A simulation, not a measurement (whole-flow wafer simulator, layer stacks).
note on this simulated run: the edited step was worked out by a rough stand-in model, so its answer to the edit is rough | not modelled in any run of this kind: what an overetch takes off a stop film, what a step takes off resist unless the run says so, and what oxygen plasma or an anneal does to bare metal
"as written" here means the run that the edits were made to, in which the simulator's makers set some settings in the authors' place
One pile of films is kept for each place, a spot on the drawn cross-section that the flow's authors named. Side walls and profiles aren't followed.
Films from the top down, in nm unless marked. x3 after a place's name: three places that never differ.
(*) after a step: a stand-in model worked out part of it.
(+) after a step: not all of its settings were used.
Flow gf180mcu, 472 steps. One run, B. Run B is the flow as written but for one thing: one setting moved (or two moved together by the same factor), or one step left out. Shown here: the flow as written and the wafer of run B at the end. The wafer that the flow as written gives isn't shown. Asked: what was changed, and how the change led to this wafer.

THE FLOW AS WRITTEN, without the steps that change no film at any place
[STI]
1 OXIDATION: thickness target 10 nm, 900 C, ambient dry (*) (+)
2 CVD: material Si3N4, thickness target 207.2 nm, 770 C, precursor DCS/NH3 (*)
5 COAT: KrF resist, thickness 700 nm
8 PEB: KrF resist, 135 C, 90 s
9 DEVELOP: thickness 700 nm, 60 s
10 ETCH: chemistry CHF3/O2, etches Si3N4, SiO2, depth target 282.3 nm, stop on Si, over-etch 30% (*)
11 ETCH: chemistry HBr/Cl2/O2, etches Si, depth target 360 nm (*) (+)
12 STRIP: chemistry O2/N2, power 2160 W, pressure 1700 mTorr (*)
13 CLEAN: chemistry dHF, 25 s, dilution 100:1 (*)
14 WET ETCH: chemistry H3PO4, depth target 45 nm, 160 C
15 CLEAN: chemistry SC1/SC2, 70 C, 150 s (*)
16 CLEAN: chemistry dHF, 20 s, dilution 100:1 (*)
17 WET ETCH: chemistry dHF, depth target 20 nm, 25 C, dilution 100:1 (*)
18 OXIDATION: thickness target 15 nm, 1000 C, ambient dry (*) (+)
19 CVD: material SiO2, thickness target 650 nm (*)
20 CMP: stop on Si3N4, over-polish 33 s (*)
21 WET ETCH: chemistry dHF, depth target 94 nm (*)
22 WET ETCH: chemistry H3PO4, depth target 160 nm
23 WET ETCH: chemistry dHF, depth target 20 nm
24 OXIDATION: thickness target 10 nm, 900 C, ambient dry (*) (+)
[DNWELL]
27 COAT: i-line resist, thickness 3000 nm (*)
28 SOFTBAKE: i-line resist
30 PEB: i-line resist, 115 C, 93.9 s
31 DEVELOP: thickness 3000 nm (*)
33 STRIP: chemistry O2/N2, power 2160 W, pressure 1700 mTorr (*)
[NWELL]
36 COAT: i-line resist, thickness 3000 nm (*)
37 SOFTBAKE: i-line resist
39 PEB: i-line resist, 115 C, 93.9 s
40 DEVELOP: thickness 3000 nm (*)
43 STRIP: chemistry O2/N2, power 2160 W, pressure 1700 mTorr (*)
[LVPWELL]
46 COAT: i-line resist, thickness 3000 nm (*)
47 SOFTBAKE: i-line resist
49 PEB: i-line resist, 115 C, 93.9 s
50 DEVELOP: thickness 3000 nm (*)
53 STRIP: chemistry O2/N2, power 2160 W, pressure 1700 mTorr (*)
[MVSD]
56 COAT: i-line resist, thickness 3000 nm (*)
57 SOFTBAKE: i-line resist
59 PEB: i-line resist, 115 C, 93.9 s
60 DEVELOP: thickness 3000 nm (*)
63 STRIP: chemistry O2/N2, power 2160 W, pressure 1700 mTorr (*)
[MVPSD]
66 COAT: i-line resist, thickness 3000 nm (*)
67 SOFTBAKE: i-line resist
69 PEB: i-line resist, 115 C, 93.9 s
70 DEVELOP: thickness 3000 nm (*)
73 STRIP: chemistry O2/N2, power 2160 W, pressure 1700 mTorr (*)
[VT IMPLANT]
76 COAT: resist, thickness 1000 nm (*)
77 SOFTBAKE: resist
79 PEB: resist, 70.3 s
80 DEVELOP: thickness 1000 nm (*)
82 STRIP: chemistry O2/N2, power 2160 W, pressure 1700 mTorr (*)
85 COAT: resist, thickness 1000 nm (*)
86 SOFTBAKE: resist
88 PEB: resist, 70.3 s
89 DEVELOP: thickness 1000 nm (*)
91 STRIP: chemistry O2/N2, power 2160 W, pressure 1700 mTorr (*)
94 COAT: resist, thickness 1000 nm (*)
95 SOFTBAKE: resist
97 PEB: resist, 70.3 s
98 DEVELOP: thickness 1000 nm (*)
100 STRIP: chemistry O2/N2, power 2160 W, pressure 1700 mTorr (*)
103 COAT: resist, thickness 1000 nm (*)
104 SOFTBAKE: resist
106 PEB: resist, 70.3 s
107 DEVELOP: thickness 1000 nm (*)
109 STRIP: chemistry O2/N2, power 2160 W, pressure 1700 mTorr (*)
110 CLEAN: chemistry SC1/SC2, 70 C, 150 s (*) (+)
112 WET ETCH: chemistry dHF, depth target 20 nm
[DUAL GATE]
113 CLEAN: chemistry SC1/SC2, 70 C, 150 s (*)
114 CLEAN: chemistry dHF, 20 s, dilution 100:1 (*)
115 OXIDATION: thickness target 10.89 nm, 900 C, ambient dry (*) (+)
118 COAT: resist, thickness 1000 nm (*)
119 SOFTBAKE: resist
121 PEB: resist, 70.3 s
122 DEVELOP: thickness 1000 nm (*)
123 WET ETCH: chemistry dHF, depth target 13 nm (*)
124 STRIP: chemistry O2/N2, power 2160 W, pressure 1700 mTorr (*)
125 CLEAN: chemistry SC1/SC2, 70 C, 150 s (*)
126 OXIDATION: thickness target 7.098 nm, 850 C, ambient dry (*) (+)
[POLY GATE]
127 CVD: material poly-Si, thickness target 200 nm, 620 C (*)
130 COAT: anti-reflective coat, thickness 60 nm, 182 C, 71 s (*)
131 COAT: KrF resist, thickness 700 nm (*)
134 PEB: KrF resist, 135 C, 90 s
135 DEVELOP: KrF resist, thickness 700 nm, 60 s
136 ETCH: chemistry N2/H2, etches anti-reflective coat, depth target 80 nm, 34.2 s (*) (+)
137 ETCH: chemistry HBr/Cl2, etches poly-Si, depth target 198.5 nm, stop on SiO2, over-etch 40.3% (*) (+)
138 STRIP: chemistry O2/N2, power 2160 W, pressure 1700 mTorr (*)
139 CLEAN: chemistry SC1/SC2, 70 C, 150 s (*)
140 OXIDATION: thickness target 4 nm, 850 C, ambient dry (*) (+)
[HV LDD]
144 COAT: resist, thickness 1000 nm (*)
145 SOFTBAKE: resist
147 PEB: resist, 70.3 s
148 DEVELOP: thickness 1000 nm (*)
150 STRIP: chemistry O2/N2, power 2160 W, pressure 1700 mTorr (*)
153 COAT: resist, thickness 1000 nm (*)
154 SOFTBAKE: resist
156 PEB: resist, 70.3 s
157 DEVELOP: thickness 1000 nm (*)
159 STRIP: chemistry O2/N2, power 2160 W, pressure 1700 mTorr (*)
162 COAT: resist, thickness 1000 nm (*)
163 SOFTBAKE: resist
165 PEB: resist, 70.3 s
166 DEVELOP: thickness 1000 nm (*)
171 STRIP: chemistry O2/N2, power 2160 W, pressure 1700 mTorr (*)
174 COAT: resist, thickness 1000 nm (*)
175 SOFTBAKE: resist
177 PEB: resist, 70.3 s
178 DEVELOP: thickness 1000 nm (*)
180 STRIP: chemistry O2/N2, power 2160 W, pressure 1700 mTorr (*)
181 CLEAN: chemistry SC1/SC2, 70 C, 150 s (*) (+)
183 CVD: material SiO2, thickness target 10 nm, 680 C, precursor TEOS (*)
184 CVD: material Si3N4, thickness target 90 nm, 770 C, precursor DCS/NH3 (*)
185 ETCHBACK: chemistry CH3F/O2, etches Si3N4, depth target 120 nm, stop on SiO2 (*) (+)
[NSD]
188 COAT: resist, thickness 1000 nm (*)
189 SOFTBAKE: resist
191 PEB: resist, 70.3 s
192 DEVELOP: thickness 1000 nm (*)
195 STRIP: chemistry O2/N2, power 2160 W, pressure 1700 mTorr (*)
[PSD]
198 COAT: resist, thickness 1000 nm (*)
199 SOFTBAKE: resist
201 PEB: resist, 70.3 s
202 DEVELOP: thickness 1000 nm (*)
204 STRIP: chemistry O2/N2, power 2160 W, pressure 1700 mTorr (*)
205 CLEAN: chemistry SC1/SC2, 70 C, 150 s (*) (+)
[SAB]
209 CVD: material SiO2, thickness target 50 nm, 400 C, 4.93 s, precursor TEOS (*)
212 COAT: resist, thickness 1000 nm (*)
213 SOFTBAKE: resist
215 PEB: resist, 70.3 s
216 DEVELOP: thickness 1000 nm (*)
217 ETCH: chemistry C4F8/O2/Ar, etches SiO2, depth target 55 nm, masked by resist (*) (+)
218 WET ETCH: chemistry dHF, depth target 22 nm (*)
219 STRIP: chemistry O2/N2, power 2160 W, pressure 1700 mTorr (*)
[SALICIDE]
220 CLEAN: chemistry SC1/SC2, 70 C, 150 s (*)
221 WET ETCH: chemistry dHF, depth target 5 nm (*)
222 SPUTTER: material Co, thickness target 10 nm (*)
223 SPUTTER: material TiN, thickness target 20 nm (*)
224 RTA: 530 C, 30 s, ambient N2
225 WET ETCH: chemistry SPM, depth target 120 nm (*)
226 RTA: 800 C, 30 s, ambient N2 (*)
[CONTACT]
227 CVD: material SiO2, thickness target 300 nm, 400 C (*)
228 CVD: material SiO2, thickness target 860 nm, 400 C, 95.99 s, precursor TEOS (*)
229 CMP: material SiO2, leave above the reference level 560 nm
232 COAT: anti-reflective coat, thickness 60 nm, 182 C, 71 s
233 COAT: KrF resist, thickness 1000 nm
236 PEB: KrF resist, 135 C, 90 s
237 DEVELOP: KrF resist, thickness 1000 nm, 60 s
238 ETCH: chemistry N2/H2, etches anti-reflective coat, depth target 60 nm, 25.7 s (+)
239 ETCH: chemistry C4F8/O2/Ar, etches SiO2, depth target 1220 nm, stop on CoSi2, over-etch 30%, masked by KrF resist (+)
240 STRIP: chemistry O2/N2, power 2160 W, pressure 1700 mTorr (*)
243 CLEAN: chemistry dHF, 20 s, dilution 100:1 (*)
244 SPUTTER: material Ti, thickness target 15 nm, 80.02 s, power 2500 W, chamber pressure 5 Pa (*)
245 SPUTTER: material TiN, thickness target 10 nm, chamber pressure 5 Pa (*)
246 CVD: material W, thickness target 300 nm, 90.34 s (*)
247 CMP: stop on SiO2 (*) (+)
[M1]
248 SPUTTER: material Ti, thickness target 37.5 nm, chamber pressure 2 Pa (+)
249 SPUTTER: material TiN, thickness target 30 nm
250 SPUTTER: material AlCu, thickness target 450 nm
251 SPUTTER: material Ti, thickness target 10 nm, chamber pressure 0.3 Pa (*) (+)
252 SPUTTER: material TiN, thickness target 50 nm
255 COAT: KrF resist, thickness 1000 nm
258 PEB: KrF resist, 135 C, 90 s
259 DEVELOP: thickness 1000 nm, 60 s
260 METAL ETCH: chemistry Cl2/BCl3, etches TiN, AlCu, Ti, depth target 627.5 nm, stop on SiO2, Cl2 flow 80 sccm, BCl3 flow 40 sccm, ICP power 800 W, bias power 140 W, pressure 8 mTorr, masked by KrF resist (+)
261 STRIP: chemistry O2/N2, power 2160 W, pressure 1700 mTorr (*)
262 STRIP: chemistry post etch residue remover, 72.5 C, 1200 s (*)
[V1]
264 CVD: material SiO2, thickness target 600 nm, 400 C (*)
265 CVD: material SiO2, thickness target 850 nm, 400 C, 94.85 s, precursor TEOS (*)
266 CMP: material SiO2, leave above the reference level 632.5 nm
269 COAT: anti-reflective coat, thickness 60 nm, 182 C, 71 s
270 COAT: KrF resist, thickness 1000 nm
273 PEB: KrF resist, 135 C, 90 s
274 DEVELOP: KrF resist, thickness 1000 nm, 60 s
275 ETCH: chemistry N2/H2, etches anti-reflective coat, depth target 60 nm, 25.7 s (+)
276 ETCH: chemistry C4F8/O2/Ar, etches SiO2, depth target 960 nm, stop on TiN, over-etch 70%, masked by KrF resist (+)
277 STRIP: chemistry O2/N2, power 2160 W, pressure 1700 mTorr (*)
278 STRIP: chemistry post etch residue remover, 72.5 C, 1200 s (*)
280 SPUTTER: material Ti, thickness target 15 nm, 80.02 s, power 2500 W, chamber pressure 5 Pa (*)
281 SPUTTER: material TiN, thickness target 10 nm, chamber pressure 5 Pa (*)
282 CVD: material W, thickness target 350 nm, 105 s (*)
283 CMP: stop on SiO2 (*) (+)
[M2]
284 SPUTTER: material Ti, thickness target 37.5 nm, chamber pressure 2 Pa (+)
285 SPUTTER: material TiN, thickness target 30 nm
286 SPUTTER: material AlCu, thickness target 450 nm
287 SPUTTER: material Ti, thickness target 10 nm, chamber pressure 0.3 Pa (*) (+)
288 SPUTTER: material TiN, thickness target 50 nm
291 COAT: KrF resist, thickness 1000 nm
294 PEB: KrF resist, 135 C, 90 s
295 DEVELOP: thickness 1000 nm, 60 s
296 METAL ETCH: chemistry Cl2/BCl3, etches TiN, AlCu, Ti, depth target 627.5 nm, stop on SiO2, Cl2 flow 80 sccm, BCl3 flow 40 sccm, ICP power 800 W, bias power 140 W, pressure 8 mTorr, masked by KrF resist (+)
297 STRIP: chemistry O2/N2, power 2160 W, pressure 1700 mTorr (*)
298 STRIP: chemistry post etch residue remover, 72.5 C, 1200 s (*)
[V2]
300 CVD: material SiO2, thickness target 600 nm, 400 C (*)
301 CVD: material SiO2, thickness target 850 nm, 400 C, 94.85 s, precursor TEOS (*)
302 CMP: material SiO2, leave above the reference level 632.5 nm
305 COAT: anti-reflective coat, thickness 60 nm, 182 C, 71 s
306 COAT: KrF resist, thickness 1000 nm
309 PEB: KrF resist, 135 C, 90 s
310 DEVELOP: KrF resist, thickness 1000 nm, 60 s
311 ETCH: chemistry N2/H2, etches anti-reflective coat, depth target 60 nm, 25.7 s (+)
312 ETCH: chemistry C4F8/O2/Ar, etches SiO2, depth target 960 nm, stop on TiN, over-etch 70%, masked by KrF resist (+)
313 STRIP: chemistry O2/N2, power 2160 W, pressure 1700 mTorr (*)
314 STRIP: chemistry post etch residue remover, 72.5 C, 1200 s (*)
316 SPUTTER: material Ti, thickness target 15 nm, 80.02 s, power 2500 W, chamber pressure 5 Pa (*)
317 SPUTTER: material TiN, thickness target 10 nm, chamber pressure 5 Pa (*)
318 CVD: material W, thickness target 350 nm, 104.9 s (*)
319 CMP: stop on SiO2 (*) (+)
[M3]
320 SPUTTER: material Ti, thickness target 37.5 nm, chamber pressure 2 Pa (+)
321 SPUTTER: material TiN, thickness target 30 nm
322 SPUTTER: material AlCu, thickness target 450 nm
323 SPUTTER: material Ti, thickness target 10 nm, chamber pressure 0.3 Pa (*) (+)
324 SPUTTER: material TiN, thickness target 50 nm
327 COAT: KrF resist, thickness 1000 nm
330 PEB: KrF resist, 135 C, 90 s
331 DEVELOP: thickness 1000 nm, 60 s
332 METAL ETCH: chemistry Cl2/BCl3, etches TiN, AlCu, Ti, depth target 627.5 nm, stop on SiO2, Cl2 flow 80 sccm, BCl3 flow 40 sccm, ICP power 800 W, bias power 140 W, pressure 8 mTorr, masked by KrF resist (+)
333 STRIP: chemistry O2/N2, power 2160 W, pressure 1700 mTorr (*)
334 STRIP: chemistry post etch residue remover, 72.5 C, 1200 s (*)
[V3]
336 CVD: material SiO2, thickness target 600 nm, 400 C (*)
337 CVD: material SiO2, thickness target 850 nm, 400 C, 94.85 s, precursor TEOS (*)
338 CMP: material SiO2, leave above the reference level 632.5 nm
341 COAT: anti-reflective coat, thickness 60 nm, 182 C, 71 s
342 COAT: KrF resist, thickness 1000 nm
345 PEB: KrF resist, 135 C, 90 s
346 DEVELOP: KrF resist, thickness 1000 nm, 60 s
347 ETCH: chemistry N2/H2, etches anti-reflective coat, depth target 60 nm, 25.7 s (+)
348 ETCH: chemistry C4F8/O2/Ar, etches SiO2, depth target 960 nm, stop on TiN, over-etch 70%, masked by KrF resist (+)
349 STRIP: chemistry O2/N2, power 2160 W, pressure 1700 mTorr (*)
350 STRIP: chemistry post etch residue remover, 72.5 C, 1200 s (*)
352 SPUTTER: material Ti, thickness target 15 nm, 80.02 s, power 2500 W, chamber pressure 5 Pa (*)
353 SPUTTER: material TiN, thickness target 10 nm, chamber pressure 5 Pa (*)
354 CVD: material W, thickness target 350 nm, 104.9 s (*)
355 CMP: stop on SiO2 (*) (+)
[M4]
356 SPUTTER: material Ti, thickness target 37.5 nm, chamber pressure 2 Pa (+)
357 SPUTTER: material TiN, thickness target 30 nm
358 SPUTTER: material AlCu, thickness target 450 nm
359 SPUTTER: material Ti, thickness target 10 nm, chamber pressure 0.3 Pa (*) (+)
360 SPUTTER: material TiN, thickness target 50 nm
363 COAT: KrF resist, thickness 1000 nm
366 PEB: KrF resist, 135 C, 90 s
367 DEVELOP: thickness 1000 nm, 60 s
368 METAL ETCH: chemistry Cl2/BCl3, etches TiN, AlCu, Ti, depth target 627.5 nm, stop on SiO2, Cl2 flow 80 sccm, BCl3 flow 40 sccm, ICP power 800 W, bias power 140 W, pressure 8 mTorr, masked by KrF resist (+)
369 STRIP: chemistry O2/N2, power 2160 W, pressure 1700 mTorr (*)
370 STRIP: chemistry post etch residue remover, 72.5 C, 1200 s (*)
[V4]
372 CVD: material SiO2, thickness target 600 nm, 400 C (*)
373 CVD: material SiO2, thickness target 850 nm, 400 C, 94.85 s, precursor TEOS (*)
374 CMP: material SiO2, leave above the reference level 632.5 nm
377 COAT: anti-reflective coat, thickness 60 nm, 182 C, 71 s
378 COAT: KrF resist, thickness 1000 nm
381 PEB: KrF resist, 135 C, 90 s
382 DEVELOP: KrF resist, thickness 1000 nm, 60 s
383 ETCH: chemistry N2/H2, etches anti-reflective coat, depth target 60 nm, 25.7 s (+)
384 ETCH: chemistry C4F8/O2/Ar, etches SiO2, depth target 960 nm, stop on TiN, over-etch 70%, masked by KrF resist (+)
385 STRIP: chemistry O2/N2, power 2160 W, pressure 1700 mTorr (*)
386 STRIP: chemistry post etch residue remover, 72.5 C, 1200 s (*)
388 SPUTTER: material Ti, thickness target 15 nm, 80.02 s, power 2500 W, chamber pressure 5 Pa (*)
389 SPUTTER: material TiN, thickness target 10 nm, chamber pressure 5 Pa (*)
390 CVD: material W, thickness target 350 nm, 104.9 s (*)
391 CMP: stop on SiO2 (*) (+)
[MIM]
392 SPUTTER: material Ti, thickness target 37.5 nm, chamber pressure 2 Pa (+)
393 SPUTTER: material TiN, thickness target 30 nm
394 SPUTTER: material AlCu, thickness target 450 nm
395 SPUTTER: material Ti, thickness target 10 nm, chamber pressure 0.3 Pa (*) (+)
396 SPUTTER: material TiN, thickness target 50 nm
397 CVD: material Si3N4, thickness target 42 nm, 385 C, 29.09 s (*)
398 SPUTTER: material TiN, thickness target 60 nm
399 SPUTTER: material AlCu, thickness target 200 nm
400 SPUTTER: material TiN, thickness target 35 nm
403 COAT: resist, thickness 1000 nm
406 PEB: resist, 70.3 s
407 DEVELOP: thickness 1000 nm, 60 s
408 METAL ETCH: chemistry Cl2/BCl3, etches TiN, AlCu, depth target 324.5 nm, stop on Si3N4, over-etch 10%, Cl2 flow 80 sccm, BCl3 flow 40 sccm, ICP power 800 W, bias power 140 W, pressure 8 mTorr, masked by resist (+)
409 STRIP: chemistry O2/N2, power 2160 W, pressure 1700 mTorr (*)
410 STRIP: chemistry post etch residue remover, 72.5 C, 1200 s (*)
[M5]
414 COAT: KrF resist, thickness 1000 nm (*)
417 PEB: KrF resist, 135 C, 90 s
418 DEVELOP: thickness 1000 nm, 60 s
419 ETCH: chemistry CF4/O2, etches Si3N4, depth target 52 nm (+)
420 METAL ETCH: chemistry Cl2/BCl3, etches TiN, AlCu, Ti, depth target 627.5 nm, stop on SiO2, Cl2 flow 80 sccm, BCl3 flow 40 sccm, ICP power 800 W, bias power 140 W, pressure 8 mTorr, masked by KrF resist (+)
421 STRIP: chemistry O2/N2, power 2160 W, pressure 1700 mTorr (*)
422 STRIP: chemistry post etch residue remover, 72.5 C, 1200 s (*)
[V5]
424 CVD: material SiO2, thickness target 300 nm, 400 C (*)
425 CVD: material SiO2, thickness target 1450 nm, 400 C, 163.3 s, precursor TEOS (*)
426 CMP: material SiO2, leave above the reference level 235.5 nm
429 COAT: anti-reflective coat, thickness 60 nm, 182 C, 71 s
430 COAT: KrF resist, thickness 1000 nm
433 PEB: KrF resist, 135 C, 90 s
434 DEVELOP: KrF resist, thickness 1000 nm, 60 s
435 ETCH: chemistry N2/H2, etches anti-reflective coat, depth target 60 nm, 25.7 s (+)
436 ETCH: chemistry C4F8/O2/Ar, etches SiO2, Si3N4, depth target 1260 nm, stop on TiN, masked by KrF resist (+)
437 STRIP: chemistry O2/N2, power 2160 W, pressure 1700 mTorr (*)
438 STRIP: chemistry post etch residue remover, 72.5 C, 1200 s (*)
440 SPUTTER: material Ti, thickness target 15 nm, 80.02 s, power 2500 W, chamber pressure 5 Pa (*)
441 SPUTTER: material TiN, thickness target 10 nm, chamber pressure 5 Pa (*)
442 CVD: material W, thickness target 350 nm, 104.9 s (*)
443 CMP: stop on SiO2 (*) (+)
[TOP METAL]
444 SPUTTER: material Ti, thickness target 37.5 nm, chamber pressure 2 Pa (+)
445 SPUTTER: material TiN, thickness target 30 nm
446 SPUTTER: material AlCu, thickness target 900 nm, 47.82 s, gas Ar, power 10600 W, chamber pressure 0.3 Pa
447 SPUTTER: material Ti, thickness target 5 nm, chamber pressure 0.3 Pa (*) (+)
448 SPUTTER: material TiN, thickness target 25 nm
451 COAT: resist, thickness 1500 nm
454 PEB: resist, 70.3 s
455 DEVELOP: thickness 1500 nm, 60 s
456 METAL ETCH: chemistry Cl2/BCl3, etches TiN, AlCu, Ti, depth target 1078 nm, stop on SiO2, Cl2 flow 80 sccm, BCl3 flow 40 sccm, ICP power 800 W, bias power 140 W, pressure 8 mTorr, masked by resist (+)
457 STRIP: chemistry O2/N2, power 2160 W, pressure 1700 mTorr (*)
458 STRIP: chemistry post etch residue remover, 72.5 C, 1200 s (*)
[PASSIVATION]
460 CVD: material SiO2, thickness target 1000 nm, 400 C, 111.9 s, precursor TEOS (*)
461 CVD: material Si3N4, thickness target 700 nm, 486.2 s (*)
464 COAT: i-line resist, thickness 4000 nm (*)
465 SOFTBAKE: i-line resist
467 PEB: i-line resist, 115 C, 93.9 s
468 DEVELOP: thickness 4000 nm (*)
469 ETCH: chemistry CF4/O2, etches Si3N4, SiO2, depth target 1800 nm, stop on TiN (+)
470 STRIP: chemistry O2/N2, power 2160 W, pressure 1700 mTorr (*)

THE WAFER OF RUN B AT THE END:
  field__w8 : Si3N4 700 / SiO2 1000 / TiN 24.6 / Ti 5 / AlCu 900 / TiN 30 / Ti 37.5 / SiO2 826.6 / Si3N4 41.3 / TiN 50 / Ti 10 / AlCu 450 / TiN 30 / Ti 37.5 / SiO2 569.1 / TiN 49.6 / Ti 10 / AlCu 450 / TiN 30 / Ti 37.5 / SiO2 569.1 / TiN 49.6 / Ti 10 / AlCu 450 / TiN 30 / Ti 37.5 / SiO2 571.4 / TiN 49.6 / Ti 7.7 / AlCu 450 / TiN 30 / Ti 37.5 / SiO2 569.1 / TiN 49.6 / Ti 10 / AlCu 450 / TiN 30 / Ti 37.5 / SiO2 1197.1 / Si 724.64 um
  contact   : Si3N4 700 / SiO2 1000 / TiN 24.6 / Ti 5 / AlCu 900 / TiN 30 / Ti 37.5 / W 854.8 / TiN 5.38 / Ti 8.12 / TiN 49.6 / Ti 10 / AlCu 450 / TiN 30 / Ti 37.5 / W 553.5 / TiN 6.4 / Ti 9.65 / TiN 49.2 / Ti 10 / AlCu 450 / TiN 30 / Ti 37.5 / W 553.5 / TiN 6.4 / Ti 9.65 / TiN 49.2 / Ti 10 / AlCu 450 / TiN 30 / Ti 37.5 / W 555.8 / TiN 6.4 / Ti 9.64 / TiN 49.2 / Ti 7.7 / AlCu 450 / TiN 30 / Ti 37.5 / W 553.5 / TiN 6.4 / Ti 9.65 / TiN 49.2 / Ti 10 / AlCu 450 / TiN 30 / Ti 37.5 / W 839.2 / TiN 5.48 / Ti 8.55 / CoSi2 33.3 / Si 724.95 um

The cause: step 287, SPUTTER: thickness target 7.7 nm was run, where the flow has thickness target 10 nm.
It can be read off the wafer: field__w8 has Ti 7.7, and step 287 as written asks for 10 nm.

How the change led to this, step by step:
  287 SPUTTER: material Ti, thickness target 10 nm, chamber pressure 0.3 Pa (*) (+)
      field, field__w1, field__w2 and 108 more: Ti +7.7 (new film) (as written it would be: Ti +10 (new film))
  296 METAL ETCH: chemistry Cl2/BCl3, etches TiN, AlCu, Ti, depth target 627.5 nm, stop on SiO2, Cl2 flow 80 sccm, BCl3 flow 40 sccm, ICP power 800 W, bias power 140 W, pressure 8 mTorr, masked by KrF resist (+)
      field, field__w1, field__w2 and 103 more: TiN -50 (all of it), Ti -7.7 (all of it), AlCu -450 (all of it), TiN -30 (all of it), Ti -37.5 (all of it) (as written it would be: TiN -50 (all of it), Ti -10 (all of it), AlCu -450 (all of it), TiN -30 (all of it), Ti -37.5 (all of it))
